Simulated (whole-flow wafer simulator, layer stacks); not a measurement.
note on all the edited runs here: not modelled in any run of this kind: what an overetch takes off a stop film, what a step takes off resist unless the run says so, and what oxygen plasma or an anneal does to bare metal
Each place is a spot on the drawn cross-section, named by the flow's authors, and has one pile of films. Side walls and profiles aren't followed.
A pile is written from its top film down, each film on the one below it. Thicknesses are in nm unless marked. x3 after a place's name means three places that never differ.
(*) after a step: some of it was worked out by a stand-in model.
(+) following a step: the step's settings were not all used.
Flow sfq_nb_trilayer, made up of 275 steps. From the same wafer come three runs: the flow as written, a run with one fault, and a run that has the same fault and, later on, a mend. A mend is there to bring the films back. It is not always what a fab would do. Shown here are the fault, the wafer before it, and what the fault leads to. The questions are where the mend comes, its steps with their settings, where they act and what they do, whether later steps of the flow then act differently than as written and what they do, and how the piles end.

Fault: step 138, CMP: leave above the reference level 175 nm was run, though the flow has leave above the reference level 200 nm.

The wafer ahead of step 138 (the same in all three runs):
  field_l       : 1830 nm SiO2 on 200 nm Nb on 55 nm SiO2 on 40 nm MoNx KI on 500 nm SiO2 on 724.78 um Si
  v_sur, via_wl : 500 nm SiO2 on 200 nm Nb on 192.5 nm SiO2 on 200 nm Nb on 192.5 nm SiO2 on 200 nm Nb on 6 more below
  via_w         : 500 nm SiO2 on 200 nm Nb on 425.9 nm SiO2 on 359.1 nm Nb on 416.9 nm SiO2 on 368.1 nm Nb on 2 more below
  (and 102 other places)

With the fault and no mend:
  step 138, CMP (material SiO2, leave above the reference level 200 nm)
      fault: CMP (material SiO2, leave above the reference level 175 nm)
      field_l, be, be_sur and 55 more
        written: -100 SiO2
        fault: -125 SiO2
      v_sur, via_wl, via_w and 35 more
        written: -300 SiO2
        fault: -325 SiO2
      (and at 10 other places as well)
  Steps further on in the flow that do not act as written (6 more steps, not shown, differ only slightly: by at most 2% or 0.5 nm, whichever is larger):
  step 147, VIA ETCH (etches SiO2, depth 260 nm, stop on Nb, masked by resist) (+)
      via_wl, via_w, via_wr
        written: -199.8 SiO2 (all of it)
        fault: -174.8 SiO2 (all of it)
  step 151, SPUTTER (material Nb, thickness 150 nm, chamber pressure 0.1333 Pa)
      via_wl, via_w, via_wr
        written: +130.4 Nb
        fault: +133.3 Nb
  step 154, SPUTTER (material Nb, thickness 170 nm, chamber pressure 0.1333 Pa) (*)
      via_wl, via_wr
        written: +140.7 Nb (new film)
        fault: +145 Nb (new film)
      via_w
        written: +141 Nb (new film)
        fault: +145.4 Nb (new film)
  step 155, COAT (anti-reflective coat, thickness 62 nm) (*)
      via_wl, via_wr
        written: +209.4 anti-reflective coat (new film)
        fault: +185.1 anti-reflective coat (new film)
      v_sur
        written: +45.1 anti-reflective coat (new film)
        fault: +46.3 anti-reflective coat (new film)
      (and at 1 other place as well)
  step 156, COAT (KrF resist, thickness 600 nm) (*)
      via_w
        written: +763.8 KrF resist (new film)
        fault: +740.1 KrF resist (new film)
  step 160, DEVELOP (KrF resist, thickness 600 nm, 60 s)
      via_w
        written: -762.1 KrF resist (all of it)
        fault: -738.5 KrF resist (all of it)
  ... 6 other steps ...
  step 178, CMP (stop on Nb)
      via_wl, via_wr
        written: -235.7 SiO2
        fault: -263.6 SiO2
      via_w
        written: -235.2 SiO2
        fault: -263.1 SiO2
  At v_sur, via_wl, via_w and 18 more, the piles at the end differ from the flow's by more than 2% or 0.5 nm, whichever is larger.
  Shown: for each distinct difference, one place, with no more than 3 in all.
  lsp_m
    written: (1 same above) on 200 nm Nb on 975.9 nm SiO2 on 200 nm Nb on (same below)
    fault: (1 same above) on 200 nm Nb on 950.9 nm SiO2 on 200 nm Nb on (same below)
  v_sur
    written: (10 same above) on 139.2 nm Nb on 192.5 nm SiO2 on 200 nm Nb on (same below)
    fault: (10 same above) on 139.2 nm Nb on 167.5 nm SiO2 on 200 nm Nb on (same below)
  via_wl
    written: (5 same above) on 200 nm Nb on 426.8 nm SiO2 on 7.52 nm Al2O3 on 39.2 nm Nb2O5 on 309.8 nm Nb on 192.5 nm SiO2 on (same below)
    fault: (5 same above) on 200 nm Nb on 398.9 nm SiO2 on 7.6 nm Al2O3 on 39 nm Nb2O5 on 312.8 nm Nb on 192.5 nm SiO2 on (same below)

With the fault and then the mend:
  The mend stands after step 139.
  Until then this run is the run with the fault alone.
  step 139a, PECVD (material SiO2, thickness 25 nm, 150 C, 5.556 s, RF power 183.3 W, pressure 2.4 Torr, precursor SiH4/N2O) (the flow's step 137 again, with other settings)
      field_l, v_sur, via_wl and 103 more
        +25 SiO2
  Every later step of the flow that is run acts as written, at every place that is followed, to within 2% or 0.5 nm, whichever is larger.
  The piles end only slightly different from the flow's at the places that both follow, by no more than 2% or 0.5 nm, whichever is larger.
